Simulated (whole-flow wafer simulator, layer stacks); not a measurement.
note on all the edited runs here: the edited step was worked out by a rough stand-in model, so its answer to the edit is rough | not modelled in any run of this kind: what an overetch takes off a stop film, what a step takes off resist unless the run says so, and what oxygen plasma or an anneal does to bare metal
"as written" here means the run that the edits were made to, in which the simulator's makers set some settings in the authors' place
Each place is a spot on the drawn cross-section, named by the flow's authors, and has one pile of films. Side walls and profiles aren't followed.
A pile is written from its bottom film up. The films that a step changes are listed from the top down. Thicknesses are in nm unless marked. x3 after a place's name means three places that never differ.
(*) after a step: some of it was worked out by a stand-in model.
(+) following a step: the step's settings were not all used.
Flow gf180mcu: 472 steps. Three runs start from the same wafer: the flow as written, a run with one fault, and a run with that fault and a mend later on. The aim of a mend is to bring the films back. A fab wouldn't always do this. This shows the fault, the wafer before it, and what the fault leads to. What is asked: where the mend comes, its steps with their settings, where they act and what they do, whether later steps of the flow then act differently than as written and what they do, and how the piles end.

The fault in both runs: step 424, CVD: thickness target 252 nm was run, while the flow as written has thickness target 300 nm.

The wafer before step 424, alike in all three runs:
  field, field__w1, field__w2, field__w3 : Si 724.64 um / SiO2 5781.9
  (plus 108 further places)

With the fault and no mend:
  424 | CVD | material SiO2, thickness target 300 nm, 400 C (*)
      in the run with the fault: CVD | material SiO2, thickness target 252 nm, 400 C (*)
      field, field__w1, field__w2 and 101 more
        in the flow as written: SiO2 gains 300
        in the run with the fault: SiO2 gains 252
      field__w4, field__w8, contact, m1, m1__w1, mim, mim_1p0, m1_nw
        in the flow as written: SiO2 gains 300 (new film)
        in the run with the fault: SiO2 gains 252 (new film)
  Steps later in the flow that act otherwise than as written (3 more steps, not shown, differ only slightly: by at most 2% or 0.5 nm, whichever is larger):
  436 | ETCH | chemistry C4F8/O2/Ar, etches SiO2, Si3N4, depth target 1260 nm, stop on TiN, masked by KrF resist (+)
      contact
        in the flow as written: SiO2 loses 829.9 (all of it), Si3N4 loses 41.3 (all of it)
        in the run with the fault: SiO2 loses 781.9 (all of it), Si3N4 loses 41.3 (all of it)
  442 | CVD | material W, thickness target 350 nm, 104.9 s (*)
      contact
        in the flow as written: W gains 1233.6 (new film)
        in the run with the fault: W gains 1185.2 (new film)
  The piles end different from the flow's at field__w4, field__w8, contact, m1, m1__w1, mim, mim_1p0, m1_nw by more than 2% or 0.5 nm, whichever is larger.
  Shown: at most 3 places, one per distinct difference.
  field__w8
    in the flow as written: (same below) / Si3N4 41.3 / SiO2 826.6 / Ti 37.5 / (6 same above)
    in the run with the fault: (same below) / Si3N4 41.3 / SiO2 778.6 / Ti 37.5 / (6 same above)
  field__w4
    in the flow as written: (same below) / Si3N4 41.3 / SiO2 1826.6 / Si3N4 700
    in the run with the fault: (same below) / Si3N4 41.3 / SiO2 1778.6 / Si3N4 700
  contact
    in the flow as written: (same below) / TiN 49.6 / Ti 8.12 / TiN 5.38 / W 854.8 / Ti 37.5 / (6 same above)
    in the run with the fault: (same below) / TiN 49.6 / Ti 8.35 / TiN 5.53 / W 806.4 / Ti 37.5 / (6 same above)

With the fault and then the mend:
  After step 424 comes the mend.
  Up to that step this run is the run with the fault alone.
  424a | CVD | material SiO2, thickness target 48 nm, 400 C (*) (the flow's step 424 again, with other settings)
      field, field__w1, field__w2 and 109 more
        SiO2 gains 48
  None of the later steps of the flow acts differently than as written at any place that is followed.
  By the end, the piles equal the flow's at every place that both follow.
